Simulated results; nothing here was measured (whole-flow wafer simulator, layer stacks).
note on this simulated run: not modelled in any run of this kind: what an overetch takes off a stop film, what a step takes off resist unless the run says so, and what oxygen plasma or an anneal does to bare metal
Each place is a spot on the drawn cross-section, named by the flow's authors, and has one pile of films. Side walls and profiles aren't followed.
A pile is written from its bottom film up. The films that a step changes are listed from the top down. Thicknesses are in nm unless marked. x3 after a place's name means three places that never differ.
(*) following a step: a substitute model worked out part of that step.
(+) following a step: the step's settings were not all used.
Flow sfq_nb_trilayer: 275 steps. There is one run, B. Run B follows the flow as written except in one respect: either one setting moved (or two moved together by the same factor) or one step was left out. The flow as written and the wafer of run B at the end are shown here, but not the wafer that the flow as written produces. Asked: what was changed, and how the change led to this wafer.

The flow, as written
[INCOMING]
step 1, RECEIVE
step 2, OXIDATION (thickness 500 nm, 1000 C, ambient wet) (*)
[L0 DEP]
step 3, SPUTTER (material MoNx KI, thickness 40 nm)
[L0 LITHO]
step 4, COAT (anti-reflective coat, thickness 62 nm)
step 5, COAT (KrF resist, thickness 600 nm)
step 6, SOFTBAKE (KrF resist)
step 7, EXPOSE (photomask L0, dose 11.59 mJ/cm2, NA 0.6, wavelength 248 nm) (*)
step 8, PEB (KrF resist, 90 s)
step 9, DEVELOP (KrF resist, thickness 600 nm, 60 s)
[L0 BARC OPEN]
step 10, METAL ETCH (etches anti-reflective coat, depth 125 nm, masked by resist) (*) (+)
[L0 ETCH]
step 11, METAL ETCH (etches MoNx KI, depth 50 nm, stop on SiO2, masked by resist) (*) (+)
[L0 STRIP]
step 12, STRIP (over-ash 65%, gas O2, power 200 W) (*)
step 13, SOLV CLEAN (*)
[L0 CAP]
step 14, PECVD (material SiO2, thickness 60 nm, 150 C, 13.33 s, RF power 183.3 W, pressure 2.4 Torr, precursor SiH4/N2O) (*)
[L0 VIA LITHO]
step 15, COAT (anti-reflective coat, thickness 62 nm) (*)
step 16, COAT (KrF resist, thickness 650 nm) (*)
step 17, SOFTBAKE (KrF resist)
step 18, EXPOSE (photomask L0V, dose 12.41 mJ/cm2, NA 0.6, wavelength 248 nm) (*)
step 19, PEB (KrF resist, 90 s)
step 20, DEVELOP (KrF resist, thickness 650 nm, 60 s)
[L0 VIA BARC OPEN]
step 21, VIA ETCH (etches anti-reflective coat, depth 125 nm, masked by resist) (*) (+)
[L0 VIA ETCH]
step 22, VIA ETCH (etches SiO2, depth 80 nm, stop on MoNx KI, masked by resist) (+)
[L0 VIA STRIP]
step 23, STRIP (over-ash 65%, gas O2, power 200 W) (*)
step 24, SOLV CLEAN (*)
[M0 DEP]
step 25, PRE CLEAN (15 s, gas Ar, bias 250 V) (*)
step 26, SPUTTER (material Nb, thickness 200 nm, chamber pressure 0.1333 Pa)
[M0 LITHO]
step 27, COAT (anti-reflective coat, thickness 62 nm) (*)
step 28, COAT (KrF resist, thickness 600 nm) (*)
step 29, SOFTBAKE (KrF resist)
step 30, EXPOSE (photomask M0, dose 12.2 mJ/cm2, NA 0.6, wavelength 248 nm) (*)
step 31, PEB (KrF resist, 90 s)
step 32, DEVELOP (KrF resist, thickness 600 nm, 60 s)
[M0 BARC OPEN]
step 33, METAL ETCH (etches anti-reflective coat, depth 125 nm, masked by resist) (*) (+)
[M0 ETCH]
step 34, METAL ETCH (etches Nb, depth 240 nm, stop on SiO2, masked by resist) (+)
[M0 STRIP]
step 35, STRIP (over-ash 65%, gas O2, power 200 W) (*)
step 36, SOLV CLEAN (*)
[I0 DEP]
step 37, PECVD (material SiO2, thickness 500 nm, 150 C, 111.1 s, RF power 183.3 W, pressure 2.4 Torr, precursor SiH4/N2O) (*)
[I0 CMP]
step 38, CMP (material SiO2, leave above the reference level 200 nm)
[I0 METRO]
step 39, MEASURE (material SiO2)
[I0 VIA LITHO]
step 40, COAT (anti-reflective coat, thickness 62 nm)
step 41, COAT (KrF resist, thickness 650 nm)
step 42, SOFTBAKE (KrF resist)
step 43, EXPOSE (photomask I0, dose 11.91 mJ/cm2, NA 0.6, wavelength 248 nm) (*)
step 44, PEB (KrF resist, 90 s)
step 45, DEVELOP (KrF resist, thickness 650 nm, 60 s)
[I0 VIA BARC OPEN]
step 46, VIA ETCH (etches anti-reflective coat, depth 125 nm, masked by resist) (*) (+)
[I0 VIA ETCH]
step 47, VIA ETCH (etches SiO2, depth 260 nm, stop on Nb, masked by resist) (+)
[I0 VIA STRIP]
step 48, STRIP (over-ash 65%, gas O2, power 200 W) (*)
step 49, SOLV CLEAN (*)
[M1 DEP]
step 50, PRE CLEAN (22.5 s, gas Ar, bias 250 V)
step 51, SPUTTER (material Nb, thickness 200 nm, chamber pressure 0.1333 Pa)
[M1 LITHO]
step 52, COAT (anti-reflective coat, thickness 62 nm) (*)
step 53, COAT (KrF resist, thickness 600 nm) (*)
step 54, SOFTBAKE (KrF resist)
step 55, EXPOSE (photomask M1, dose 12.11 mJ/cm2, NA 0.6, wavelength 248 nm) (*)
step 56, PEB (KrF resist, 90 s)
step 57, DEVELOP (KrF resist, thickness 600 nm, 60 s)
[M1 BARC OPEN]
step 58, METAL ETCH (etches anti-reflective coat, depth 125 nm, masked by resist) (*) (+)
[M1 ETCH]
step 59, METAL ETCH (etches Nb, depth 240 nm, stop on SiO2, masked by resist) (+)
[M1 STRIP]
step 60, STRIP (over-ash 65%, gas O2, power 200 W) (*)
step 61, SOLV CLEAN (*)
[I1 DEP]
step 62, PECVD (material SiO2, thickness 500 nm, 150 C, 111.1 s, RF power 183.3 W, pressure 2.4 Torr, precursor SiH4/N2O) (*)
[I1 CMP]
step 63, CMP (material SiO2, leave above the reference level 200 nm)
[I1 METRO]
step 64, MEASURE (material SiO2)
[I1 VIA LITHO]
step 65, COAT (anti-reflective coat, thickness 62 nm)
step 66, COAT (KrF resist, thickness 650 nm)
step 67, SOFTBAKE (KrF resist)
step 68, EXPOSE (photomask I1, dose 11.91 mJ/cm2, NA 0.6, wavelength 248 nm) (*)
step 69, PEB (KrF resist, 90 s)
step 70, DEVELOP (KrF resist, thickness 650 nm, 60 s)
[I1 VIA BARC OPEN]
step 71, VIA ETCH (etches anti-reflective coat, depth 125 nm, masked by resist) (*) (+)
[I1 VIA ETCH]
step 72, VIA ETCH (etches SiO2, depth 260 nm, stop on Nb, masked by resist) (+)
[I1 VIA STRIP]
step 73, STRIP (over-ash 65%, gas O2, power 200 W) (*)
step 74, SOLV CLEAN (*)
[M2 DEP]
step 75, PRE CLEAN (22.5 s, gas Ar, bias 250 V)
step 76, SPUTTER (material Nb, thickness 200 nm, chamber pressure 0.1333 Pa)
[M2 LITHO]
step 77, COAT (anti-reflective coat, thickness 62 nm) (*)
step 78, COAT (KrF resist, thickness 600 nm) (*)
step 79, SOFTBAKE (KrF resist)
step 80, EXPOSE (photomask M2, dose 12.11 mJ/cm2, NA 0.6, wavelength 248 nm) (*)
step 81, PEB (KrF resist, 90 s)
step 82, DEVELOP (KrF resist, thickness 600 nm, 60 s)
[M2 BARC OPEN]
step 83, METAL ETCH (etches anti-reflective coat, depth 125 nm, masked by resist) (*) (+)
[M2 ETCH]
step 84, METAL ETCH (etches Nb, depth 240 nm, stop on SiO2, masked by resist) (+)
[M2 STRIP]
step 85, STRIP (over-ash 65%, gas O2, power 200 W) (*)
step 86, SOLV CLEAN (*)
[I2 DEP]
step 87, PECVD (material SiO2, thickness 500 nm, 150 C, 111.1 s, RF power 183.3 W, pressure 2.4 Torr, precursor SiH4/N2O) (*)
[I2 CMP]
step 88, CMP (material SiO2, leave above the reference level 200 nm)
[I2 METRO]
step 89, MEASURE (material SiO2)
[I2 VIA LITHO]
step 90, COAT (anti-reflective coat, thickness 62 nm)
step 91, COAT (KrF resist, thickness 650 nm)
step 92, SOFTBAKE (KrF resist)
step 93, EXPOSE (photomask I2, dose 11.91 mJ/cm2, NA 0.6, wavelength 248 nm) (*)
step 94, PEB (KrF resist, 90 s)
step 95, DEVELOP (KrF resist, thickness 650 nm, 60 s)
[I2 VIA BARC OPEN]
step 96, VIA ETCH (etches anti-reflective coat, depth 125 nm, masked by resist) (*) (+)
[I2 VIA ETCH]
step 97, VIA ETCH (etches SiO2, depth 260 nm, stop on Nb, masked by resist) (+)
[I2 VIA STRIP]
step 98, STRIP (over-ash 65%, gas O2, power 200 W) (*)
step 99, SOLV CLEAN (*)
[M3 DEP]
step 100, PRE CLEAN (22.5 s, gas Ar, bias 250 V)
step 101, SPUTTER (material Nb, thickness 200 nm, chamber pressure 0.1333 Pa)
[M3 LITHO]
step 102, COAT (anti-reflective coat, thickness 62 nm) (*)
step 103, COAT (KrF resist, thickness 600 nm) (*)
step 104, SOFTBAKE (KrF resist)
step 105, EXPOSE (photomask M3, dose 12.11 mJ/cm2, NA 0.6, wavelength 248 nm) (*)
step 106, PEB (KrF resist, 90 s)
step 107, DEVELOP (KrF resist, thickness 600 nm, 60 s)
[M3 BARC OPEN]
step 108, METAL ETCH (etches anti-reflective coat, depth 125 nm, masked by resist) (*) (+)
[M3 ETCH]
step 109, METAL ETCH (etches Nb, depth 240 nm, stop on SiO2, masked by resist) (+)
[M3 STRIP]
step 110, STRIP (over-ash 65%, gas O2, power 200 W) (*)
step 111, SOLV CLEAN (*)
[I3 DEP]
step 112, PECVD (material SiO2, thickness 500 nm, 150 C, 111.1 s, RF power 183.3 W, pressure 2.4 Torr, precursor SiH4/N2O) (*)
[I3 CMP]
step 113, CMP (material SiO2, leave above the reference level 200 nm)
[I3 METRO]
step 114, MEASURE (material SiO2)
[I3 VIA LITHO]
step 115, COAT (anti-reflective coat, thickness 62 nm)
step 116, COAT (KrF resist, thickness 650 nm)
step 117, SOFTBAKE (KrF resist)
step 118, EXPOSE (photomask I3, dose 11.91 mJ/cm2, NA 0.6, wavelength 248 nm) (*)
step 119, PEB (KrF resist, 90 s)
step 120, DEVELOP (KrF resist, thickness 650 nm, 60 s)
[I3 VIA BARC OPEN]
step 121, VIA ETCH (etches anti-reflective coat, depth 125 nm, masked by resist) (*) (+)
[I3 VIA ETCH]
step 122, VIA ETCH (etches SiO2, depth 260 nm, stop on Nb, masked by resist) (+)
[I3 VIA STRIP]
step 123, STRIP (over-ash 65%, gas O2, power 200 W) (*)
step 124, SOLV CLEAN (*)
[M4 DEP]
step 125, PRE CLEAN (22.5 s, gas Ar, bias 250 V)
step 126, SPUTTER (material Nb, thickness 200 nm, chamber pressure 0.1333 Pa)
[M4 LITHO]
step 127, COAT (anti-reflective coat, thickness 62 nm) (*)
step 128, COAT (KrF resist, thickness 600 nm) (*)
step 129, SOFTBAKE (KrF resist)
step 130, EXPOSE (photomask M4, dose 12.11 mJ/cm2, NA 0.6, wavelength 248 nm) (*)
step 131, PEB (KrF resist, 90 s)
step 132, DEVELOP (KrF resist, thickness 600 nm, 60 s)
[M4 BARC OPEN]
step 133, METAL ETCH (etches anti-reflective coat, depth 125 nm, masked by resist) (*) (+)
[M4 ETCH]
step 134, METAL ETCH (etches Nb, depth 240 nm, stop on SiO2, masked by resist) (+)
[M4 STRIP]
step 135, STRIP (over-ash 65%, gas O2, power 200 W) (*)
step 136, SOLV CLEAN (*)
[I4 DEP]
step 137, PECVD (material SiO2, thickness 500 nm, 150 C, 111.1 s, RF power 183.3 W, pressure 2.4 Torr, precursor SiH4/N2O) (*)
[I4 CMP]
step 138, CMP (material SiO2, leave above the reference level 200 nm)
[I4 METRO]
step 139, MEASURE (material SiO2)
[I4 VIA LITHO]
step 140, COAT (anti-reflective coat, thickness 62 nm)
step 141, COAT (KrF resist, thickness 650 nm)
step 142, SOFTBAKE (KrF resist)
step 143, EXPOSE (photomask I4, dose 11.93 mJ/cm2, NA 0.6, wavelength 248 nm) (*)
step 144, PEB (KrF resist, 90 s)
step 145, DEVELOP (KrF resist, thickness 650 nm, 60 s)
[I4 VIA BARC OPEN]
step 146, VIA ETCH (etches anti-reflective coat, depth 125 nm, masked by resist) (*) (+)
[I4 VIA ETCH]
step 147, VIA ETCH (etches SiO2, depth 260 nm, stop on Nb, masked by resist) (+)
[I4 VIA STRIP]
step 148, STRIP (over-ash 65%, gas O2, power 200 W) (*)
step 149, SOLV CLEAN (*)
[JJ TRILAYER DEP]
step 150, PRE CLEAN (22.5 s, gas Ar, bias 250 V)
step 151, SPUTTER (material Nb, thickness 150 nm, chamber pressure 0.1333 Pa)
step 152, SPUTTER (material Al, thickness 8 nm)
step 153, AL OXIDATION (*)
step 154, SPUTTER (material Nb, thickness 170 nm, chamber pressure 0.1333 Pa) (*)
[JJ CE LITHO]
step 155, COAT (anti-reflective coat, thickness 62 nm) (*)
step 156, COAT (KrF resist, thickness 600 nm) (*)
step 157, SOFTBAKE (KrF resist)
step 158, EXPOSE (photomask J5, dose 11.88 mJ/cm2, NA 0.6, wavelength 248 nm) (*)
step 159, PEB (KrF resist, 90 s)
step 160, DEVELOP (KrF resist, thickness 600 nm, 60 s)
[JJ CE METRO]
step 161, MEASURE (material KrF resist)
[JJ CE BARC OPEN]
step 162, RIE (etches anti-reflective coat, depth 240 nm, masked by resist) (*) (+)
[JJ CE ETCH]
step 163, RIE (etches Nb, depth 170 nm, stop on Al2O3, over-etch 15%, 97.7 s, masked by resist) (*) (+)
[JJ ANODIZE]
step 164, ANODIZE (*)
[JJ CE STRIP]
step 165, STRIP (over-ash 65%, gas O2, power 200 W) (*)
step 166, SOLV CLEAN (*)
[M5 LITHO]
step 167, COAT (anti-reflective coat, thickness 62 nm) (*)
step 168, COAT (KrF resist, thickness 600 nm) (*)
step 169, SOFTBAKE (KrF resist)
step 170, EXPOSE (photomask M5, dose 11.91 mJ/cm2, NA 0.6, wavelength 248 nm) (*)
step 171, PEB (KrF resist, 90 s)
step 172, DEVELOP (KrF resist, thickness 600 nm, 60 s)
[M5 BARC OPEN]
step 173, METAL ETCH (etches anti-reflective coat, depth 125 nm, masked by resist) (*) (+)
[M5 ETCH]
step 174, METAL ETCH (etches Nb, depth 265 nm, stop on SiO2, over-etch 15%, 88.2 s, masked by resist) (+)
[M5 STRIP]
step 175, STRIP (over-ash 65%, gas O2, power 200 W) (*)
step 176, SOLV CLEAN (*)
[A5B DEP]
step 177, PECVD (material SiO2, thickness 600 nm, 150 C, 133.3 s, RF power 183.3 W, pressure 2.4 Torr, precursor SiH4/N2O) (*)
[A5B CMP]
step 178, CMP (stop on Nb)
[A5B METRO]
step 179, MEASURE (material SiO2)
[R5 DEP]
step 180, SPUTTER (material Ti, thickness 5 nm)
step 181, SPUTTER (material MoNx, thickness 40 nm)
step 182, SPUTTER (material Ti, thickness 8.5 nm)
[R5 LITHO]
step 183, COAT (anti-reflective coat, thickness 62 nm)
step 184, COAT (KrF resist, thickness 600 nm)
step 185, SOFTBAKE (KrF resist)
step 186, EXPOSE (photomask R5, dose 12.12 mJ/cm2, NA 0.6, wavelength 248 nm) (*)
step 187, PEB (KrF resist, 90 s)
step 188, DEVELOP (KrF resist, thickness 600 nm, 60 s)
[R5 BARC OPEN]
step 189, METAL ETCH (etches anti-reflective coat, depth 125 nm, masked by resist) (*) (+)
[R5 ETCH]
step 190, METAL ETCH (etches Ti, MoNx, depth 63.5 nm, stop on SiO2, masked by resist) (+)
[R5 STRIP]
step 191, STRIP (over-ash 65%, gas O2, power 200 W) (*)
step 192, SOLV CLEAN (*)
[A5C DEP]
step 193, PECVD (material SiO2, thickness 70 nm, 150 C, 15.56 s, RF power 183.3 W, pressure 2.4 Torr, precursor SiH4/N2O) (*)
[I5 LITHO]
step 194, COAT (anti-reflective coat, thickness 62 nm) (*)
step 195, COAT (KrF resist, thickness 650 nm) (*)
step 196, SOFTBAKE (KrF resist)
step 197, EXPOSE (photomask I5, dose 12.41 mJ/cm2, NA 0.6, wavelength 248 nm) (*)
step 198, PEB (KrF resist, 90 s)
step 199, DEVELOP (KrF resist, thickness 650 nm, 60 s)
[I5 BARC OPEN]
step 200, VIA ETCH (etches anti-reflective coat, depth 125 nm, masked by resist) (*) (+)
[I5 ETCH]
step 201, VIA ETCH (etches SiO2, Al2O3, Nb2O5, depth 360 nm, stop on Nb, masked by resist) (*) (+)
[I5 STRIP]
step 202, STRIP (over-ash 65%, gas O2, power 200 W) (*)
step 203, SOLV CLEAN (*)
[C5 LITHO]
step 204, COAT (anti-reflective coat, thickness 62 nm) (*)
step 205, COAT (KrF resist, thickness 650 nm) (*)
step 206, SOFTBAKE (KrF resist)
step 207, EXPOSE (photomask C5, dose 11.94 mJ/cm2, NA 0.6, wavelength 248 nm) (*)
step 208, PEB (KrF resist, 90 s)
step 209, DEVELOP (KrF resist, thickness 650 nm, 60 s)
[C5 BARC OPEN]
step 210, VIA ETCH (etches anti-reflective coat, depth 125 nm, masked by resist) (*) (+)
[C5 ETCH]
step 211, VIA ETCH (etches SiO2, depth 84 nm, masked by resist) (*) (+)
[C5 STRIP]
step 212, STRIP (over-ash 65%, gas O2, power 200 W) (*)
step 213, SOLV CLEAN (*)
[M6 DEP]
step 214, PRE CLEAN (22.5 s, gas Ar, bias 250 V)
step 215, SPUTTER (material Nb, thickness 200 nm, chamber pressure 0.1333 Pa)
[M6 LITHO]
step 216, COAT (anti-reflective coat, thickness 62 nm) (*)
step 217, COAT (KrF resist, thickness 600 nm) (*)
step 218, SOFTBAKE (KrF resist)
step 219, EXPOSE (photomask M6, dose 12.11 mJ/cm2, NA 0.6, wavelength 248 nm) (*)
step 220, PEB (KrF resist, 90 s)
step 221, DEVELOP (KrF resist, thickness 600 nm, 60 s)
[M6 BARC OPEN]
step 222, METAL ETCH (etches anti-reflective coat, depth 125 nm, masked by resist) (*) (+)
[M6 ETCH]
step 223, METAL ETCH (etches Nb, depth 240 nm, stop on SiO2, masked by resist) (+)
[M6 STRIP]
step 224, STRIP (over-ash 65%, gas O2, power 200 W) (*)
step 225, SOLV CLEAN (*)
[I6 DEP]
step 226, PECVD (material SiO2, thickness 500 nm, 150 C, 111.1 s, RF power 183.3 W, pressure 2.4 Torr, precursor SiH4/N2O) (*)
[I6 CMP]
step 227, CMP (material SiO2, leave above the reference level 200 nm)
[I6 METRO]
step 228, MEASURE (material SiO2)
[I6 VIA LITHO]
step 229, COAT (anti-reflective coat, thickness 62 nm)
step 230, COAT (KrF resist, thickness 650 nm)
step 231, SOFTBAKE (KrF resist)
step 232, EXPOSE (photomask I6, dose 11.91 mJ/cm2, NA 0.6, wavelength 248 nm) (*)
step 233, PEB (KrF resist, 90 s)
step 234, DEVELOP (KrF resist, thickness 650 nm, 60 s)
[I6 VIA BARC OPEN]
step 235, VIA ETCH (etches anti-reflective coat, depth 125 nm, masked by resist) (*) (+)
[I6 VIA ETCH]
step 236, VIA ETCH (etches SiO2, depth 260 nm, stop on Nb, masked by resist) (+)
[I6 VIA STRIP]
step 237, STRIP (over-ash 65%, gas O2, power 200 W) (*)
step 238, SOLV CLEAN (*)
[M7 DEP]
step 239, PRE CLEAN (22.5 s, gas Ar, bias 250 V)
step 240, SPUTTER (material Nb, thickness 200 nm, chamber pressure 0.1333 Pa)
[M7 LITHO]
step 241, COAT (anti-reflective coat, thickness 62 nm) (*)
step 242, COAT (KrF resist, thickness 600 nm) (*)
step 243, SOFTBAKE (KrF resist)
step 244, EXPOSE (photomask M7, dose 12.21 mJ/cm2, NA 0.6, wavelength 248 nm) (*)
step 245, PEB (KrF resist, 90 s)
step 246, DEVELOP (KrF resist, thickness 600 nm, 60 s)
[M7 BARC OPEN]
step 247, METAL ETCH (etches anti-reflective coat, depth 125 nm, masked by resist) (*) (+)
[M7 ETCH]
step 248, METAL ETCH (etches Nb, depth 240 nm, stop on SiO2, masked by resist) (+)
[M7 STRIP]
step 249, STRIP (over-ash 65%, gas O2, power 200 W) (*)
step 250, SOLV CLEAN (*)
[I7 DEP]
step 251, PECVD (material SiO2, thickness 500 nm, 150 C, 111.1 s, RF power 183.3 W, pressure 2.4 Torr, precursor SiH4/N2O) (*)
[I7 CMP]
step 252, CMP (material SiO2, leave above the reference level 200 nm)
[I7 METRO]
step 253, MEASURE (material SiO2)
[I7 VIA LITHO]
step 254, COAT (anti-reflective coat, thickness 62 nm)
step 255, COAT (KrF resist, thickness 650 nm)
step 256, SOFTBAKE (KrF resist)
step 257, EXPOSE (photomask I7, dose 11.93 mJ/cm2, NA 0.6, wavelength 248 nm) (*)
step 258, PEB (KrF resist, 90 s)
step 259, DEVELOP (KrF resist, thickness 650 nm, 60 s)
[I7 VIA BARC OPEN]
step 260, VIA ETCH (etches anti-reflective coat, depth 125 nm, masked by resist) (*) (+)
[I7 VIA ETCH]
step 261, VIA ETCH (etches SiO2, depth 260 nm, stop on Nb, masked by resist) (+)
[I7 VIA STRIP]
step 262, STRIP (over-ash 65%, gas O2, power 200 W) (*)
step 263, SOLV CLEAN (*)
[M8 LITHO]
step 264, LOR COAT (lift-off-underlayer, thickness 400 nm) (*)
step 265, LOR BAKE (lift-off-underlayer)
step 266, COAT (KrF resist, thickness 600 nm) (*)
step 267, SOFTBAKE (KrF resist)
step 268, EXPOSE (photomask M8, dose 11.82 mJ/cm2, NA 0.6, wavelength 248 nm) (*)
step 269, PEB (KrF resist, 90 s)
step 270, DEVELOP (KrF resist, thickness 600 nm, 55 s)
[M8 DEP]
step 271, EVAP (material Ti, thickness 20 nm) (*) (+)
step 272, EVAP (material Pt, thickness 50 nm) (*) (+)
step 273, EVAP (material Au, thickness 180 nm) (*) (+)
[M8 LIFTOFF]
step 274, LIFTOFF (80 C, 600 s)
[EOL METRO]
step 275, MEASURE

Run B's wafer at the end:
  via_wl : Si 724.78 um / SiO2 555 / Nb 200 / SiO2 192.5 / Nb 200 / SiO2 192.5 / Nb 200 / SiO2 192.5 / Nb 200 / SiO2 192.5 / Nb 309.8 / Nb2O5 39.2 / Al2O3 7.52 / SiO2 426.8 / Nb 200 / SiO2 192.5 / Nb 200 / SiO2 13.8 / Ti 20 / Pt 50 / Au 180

Cause: step 261, VIA ETCH: depth 186 nm was run, while the flow as written has depth 260 nm.

The path from the change to this, step by step:
  step 261, VIA ETCH (etches SiO2, depth 260 nm, stop on Nb, masked by resist) (+)
      via_wl, via_w, via_wr: SiO2 loses 186 (it would be, as written: SiO2 loses 199.8 (all of it))
      field_l, v_sur, via_sp and 100 more: KrF resist loses 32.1 (it would be, as written: KrF resist loses 44.8)
  step 262, STRIP (over-ash 65%, gas O2, power 200 W) (*)
      field_l, v_sur, via_sp and 100 more: KrF resist loses 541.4 (all of it), anti-reflective coat loses 62 (all of it) (it would be, as written: KrF resist loses 528.6 (all of it), anti-reflective coat loses 62 (all of it))
Taking metal films that touch as one body, via_wl has 8 bodies (between them, from the top down: SiO2 13.8; SiO2 192.5; SiO2 426.8 / Al2O3 7.52 / Nb2O5 39.2; SiO2 192.5; SiO2 192.5; SiO2 192.5; SiO2 192.5); the flow as written gives 7 bodies (between them, from the top down: SiO2 192.5; SiO2 426.8 / Al2O3 7.52 / Nb2O5 39.2; SiO2 192.5; SiO2 192.5; SiO2 192.5; SiO2 192.5).
